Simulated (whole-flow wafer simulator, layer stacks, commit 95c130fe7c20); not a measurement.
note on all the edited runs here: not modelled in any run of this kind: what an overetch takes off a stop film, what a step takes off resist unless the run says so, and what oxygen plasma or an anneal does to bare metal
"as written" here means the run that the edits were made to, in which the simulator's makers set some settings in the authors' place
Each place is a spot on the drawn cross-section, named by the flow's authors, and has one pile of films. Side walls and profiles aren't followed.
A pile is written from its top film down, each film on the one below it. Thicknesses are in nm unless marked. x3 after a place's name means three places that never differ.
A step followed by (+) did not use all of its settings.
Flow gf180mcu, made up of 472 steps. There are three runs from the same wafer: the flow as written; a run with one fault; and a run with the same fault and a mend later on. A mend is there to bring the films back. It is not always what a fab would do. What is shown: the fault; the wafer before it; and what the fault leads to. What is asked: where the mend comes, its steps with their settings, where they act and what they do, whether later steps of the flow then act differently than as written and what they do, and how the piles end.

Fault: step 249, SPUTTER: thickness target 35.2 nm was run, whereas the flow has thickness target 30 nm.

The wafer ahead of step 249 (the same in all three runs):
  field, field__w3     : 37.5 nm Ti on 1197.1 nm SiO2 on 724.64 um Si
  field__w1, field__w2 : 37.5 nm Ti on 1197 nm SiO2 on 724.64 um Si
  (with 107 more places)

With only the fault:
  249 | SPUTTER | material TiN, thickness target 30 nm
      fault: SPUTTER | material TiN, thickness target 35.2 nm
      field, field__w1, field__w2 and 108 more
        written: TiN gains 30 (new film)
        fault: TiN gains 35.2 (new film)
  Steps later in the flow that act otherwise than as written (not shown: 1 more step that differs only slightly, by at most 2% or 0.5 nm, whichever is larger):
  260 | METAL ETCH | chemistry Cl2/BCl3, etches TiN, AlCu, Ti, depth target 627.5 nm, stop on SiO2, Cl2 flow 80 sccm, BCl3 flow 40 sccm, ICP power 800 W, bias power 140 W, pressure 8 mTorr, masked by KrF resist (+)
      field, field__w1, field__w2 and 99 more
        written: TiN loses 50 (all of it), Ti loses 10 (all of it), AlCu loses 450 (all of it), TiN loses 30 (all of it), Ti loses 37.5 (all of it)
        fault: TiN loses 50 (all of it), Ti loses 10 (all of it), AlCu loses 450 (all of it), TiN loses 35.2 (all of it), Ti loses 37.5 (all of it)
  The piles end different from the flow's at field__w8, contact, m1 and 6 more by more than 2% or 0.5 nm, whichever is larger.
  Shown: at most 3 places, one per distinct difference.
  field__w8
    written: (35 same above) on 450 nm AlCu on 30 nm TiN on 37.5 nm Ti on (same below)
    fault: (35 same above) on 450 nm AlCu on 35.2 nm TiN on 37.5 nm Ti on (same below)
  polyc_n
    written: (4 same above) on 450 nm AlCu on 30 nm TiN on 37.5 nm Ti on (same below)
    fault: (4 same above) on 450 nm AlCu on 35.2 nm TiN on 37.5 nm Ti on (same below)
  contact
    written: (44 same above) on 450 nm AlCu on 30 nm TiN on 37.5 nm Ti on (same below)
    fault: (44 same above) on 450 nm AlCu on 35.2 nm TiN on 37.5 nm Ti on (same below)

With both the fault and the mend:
  The mend stands after step 249.
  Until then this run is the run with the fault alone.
  249a | METAL ETCH | chemistry Cl2/BCl3, etches TiN, AlCu, Ti, depth target 5.2 nm, Cl2 flow 80 sccm, BCl3 flow 40 sccm, ICP power 800 W, bias power 140 W, pressure 8 mTorr
      field, field__w1, field__w2 and 108 more
        TiN loses 5.2
  Later steps of the flow that are run all act as written at every place that is followed.
  By the end, the piles equal the flow's at every place that both follow.
